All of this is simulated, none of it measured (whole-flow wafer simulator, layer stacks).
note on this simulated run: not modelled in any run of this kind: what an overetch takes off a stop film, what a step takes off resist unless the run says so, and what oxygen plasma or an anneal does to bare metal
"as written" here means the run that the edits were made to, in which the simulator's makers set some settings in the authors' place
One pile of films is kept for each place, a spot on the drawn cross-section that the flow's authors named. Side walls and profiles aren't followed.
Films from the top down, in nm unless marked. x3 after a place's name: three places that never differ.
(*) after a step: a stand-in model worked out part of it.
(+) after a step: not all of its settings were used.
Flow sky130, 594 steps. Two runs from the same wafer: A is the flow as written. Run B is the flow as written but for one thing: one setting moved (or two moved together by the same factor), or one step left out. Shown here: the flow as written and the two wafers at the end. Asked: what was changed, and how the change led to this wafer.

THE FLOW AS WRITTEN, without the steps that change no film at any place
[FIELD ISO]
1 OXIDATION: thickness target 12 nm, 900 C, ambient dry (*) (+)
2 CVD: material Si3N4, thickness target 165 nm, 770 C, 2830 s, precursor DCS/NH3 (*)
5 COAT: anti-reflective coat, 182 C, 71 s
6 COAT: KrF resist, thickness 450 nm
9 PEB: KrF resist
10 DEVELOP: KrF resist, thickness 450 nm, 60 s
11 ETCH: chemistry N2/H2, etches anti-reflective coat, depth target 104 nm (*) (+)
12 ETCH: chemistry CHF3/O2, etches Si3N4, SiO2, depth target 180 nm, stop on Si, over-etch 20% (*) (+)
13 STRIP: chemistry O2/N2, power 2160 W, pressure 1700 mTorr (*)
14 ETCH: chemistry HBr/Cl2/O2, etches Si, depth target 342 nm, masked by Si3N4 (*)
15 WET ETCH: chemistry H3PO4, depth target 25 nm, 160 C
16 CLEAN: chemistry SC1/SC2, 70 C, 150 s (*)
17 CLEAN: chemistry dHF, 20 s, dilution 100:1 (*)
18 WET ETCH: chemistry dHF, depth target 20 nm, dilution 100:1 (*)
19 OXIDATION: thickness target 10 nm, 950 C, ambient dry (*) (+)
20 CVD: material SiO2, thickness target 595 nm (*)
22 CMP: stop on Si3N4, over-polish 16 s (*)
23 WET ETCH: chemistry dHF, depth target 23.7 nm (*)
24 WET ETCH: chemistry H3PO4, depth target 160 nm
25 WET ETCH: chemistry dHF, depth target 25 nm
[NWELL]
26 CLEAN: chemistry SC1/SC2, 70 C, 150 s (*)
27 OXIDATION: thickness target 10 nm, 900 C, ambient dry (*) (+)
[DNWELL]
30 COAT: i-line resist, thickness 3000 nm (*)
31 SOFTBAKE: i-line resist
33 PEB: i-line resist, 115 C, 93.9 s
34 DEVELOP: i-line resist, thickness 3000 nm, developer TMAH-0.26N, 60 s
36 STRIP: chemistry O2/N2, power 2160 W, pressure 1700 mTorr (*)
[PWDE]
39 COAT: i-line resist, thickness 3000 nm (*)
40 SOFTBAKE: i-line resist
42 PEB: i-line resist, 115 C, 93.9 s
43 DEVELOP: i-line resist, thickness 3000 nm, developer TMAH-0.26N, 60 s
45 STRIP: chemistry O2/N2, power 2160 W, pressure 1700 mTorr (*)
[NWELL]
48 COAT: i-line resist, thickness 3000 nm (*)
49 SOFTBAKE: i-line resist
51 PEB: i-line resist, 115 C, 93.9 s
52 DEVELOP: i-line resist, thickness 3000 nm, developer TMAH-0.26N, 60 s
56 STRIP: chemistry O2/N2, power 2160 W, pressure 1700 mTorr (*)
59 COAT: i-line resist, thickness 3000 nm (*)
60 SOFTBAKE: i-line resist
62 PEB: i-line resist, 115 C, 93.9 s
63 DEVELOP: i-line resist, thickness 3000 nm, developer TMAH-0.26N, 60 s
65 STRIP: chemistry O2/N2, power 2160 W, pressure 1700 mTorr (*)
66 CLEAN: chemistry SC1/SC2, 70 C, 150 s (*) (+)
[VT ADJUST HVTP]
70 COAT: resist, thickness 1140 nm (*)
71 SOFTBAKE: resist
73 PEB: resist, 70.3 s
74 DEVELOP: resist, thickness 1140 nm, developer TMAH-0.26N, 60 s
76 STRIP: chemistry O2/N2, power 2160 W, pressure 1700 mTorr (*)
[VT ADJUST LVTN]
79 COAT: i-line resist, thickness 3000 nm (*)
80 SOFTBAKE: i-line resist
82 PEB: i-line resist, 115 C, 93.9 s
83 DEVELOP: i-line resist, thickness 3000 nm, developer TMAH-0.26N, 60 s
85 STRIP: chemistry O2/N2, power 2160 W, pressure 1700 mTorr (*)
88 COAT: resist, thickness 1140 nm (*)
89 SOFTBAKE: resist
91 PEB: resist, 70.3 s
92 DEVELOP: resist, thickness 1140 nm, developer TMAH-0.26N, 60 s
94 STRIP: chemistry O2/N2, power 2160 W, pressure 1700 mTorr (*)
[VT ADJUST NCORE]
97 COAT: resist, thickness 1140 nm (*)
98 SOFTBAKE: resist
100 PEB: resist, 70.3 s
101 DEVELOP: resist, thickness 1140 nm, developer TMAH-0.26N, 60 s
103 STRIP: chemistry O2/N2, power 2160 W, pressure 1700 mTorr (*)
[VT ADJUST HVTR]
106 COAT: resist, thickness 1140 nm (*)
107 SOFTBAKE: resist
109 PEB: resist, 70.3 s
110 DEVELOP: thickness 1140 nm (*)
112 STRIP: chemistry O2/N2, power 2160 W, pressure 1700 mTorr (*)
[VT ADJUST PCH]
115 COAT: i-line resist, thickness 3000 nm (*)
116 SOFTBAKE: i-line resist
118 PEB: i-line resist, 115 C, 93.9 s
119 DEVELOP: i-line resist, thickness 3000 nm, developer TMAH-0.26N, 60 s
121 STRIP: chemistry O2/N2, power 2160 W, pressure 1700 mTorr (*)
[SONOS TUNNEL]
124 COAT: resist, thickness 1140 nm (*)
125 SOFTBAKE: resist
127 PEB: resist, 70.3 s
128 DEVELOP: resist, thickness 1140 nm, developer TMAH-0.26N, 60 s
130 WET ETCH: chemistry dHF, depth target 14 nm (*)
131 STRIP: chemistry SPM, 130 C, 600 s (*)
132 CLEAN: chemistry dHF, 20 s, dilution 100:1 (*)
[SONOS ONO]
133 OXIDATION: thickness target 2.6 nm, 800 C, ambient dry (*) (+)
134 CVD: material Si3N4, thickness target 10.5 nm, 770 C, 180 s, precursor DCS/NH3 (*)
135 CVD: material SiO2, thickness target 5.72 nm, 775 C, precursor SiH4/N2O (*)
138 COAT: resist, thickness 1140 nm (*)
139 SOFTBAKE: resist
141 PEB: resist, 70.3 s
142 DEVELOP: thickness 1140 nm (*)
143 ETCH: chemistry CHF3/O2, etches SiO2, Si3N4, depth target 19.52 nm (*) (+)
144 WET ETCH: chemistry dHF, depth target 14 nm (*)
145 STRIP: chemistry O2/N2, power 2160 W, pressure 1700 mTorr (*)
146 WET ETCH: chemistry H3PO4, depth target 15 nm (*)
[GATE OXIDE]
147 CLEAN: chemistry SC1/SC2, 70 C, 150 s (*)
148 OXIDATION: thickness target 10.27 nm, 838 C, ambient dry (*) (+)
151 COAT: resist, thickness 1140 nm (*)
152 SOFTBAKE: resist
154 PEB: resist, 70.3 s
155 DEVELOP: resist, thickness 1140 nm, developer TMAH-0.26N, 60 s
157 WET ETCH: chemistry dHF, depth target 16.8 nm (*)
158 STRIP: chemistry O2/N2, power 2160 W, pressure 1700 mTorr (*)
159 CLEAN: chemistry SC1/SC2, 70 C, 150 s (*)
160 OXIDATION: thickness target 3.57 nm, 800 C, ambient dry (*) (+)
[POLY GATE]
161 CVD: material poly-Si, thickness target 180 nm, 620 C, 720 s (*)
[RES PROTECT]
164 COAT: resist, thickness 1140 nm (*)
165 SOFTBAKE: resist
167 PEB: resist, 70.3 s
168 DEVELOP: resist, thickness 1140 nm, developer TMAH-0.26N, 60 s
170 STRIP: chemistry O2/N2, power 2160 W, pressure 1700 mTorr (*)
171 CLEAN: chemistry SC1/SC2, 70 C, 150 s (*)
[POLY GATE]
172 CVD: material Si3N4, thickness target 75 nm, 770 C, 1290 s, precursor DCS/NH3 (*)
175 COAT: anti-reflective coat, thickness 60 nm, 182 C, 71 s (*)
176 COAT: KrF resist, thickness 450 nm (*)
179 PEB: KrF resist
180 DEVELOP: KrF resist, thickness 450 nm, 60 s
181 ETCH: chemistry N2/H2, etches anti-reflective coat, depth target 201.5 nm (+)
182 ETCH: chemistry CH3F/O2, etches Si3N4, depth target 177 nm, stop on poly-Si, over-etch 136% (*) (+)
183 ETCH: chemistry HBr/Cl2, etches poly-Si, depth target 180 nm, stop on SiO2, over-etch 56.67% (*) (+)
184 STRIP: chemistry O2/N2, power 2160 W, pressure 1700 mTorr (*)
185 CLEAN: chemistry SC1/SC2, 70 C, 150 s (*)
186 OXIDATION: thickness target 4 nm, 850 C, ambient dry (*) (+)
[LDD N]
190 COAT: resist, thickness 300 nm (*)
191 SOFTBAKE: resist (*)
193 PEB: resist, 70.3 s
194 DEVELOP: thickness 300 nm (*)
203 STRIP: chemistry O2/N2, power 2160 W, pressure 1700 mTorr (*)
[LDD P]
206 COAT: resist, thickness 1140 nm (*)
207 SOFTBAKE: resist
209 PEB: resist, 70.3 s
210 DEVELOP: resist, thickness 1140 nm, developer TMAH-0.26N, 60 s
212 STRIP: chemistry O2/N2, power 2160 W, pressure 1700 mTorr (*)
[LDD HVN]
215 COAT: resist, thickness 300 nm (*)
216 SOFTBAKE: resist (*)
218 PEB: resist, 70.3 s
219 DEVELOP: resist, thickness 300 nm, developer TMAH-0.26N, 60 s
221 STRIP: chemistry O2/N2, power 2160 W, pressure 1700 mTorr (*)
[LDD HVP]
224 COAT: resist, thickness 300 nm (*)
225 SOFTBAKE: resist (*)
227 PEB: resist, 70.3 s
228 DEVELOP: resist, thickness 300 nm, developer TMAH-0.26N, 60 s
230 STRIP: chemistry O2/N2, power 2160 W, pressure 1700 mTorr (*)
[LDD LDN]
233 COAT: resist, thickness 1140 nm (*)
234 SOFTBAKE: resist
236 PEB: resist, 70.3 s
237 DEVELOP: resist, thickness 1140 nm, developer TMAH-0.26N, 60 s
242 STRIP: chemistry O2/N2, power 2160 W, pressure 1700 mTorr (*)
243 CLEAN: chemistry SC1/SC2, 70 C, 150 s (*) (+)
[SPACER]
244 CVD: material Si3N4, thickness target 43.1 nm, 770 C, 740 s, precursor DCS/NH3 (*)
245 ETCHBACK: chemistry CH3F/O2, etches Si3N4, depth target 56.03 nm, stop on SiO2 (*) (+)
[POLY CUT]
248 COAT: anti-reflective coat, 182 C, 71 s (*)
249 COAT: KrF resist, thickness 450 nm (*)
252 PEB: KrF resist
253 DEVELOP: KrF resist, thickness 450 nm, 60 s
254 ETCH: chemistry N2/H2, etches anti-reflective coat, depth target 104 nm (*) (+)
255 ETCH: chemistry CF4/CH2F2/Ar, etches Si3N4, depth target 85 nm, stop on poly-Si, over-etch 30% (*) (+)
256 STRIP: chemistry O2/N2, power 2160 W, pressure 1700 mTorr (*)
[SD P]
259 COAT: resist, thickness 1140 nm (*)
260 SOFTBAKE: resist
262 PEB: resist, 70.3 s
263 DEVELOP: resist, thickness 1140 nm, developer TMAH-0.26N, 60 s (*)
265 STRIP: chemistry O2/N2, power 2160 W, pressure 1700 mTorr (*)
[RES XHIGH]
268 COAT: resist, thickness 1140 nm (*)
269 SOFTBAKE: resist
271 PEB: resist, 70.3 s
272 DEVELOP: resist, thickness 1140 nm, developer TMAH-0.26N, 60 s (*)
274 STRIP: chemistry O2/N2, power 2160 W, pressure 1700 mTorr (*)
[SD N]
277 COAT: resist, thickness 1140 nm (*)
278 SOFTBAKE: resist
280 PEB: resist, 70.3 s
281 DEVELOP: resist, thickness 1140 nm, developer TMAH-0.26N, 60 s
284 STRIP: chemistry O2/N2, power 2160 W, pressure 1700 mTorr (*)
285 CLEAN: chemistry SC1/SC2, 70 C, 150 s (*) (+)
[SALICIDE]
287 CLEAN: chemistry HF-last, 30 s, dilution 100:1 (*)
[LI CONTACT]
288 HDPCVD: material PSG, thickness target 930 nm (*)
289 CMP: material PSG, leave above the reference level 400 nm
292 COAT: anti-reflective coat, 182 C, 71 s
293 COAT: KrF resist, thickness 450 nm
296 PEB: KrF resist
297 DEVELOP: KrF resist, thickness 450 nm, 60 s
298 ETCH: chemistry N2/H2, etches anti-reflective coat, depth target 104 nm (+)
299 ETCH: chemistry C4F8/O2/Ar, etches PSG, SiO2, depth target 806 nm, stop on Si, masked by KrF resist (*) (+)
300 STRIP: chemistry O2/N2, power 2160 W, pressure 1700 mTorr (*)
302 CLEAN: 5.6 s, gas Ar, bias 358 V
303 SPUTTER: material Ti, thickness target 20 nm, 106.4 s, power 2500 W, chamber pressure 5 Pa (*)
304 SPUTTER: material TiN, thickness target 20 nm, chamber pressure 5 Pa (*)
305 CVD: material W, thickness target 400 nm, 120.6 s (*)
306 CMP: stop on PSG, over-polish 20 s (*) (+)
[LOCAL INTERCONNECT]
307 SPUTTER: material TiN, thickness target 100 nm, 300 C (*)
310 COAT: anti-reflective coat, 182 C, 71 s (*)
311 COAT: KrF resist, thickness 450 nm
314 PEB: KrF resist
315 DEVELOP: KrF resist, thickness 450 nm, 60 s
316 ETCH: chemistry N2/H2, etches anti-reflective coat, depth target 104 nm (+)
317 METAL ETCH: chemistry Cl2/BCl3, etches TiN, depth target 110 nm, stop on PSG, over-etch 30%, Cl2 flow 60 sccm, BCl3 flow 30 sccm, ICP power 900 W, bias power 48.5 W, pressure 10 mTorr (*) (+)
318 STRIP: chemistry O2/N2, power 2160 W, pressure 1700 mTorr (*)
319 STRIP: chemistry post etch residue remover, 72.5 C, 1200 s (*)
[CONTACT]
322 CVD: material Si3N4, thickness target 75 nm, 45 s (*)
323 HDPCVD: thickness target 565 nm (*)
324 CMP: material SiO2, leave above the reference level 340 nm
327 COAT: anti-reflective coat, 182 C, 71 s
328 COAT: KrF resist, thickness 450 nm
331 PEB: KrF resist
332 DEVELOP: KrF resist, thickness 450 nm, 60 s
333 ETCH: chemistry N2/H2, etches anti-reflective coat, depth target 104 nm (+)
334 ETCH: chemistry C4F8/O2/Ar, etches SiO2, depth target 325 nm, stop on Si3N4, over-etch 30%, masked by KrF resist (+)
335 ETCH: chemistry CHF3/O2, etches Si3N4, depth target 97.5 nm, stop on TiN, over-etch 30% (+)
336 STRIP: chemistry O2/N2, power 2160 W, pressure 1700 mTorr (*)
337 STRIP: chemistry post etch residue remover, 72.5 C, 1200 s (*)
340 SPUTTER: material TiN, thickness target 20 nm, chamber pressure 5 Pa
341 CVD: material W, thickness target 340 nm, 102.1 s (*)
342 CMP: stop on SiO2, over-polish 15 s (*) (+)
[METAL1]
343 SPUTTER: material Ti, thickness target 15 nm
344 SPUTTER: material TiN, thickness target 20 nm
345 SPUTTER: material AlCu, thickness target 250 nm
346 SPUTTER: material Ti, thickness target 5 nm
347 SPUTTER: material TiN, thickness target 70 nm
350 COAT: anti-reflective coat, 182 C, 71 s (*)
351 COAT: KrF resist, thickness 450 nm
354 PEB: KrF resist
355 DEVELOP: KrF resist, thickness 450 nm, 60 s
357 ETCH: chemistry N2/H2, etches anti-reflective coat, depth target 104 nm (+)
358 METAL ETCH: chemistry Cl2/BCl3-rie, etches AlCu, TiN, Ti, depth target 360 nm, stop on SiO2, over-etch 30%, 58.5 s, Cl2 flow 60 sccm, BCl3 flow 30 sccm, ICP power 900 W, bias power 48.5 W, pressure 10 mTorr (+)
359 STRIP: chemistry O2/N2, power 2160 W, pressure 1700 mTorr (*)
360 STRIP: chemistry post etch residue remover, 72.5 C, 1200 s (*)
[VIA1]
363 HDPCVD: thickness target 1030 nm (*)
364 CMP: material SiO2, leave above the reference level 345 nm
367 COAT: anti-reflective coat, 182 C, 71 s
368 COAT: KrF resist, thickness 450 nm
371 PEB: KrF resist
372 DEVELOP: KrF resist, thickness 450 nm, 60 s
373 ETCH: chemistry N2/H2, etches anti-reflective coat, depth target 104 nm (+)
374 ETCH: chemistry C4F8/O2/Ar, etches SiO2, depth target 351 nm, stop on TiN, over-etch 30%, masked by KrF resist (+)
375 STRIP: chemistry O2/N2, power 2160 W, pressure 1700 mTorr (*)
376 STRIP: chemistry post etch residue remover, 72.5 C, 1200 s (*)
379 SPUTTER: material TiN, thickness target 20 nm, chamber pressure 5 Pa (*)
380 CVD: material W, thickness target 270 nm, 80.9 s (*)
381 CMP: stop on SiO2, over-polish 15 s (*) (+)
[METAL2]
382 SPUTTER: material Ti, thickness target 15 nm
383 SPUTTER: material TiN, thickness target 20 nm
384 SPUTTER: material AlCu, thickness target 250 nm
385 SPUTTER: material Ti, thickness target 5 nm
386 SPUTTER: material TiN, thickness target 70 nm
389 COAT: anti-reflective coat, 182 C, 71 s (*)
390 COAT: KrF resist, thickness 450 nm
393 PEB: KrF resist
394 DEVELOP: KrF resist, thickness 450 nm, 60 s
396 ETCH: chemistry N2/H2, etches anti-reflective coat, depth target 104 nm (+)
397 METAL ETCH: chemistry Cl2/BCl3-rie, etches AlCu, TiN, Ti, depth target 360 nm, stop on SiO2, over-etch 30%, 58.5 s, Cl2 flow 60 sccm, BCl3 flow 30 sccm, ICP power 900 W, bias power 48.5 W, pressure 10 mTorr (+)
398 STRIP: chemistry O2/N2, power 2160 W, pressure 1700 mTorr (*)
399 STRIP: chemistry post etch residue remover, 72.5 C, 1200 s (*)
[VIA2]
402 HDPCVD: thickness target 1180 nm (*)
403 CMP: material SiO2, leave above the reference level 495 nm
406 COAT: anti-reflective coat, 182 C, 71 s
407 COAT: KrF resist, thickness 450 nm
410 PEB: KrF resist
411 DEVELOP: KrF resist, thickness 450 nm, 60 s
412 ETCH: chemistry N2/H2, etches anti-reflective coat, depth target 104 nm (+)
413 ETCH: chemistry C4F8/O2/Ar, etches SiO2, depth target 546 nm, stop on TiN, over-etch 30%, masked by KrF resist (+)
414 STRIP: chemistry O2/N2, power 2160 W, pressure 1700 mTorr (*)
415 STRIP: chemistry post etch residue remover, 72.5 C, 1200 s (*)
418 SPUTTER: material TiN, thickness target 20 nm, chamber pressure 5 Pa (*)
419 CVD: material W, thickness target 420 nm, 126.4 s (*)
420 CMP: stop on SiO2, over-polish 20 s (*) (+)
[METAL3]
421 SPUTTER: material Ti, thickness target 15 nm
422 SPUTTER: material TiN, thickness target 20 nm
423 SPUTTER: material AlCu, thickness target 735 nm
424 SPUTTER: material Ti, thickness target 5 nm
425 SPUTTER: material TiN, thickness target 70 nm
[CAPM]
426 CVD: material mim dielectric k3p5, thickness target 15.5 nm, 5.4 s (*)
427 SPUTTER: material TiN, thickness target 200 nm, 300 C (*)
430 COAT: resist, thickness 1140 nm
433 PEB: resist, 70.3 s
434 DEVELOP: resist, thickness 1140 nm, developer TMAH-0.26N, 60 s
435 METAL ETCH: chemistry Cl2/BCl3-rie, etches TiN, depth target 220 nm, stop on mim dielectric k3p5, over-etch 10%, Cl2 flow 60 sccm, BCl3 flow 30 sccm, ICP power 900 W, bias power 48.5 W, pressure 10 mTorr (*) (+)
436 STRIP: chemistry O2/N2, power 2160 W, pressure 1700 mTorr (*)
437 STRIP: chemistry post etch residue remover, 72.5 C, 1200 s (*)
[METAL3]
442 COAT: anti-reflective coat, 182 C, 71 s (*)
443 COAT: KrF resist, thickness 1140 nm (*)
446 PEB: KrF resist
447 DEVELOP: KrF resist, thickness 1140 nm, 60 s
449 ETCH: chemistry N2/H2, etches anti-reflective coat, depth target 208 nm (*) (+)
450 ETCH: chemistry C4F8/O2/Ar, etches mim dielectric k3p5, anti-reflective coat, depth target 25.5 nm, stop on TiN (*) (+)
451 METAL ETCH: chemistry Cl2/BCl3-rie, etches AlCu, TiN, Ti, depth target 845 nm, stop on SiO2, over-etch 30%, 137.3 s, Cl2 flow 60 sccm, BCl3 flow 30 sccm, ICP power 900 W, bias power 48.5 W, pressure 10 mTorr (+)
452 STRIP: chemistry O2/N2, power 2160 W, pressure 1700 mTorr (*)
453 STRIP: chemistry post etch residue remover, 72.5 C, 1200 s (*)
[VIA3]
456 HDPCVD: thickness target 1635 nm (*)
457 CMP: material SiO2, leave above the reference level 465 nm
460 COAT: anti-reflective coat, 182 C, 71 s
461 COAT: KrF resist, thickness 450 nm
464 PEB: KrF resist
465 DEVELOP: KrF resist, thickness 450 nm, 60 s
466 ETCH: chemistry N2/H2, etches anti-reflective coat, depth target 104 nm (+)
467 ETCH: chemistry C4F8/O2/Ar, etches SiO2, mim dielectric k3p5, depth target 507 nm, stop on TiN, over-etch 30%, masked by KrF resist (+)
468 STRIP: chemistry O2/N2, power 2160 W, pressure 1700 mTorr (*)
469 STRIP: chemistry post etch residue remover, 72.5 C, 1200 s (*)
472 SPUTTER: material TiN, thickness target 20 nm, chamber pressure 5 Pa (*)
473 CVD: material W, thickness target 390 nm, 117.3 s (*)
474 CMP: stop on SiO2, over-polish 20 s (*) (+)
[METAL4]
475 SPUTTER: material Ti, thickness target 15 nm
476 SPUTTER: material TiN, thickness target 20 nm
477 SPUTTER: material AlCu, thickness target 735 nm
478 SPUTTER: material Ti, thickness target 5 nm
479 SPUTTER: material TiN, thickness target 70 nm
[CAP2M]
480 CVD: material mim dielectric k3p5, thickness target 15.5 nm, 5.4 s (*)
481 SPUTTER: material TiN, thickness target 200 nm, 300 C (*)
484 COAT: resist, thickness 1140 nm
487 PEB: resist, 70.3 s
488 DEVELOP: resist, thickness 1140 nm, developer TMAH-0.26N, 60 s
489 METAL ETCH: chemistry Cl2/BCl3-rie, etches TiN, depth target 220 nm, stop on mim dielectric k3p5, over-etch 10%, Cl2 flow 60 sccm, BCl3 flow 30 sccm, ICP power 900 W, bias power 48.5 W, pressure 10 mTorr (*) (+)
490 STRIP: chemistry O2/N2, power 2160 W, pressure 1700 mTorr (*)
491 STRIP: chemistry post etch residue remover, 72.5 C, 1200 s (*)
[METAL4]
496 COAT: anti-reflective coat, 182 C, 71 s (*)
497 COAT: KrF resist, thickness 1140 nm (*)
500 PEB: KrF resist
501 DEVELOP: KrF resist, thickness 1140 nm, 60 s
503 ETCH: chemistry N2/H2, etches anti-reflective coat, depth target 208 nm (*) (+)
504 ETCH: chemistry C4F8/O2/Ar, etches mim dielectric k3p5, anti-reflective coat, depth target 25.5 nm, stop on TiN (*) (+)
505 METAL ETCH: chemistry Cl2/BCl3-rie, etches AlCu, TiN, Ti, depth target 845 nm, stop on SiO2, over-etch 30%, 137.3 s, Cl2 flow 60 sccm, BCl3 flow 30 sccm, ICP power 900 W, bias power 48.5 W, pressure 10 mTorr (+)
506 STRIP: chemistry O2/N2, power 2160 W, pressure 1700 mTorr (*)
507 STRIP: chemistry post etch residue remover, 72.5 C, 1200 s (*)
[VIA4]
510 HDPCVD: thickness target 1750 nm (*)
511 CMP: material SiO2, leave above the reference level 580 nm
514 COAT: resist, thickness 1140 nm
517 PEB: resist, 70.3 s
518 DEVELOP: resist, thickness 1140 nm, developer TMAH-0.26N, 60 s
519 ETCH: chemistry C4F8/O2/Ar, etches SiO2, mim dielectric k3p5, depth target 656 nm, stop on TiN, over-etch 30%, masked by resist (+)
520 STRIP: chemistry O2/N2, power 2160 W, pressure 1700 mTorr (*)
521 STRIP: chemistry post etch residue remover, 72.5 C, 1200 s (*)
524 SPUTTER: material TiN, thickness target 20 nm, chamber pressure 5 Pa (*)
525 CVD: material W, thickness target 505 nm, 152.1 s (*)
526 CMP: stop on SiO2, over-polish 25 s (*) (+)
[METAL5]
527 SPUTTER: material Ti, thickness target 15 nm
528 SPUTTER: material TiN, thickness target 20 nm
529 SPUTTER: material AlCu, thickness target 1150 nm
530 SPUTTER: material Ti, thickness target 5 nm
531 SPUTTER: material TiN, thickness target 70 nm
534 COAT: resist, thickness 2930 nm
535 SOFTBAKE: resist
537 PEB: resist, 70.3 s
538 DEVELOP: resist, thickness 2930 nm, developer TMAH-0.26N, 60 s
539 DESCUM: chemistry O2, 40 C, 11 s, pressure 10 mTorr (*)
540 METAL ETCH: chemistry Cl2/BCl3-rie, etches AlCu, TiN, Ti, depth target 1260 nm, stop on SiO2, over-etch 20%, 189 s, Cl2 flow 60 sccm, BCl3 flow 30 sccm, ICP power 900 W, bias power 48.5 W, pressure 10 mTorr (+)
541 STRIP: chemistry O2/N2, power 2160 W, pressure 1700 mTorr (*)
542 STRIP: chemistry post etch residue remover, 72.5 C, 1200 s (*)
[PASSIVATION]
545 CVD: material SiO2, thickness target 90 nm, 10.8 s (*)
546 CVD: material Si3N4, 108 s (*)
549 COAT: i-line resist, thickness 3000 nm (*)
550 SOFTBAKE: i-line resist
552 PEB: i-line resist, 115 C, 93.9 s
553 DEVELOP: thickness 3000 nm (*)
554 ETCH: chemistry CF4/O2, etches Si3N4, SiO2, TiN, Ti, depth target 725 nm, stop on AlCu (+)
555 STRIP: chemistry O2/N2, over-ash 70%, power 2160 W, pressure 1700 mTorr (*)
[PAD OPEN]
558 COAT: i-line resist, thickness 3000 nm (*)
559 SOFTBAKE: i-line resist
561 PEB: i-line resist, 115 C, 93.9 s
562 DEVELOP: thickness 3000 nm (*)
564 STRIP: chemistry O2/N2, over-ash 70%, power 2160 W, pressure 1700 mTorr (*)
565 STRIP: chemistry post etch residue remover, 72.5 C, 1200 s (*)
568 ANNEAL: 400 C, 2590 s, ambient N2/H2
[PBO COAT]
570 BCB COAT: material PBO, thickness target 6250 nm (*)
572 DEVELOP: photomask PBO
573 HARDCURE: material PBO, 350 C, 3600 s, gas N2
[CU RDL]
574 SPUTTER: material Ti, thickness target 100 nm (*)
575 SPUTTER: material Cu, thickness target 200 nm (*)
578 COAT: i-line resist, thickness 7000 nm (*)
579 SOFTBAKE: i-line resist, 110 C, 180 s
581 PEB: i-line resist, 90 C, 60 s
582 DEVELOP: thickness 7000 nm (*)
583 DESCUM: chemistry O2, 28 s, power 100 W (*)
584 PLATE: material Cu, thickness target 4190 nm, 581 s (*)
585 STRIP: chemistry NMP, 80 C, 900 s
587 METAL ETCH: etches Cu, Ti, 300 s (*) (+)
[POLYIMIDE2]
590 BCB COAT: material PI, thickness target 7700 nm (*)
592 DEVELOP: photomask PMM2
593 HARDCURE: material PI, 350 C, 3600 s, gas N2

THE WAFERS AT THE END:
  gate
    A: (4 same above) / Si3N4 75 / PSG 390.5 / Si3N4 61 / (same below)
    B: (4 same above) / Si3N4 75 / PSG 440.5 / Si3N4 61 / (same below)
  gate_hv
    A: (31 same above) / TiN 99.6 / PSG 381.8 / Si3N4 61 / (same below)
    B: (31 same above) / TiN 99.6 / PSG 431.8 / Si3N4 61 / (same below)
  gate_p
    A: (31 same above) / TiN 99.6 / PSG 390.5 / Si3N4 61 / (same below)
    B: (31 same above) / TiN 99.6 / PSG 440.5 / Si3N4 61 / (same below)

The cause: step 289, CMP: leave above the reference level 450 nm was run, where the flow has leave above the reference level 400 nm.

How the change led to this, step by step:
  289 CMP: material PSG, leave above the reference level 400 nm
      gate, spacer, gate_p and 34 more: A PSG -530 | B PSG -480
      mim, vpp_sp, vpp_ln and 30 more: A PSG -333.9 | B PSG -283.9
      (and at 122 more places)
  299 ETCH: chemistry C4F8/O2/Ar, etches PSG, SiO2, depth target 806 nm, stop on Si, masked by KrF resist (*) (+)
      contact, ndiff_licon, ndiff_licon_cpp: A PSG -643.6 (all of it), SiO2 -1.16 (all of it) | B PSG -693.6 (all of it), SiO2 -1.16 (all of it)
      poly_licon, rpo_hd_licon: A PSG -411.7 (all of it) | B PSG -461.7 (all of it)
  303 SPUTTER: material Ti, thickness target 20 nm, 106.4 s, power 2500 W, chamber pressure 5 Pa (*)
      ndiff_licon: A Ti +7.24 (new film) | B Ti +6.67 (new film)
      rpo_hd_licon: A Ti +10.3 (new film) | B Ti +9.6 (new film)
  304 SPUTTER: material TiN, thickness target 20 nm, chamber pressure 5 Pa (*)
      ndiff_licon: A TiN +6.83 (new film) | B TiN +6.28 (new film)
      rpo_hd_licon: A TiN +9.89 (new film) | B TiN +9.17 (new film)
  305 CVD: material W, thickness target 400 nm, 120.6 s (*)
      ndiff_licon: A W +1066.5 (new film) | B W +1117.7 (new film)
      ndiff_licon_cpp: A W +1067.9 (new film) | B W +1118.9 (new film)
      (and at 1 more place)
  306 CMP: stop on PSG, over-polish 20 s (*) (+)
      poly_licon: A W -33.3 | B nothing
  310 COAT: anti-reflective coat, 182 C, 71 s (*)
      poly_licon: A anti-reflective coat +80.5 (new film) | B anti-reflective coat +97.1 (new film)
  318 STRIP: chemistry O2/N2, power 2160 W, pressure 1700 mTorr (*)
      poly_licon: A KrF resist -333.9 (all of it), anti-reflective coat -80.5 (all of it) | B KrF resist -333.9 (all of it), anti-reflective coat -97.1 (all of it)
  324 CMP: material SiO2, leave above the reference level 340 nm
      poly_licon: A SiO2 -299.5 | B SiO2 -282.8
  334 ETCH: chemistry C4F8/O2/Ar, etches SiO2, depth target 325 nm, stop on Si3N4, over-etch 30%, masked by KrF resist (+)
      poly_licon: A SiO2 -264.9 (all of it) | B SiO2 -281.6 (all of it)
  342 CMP: stop on SiO2, over-polish 15 s (*) (+)
      poly_licon: A W -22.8 | B W -6.1
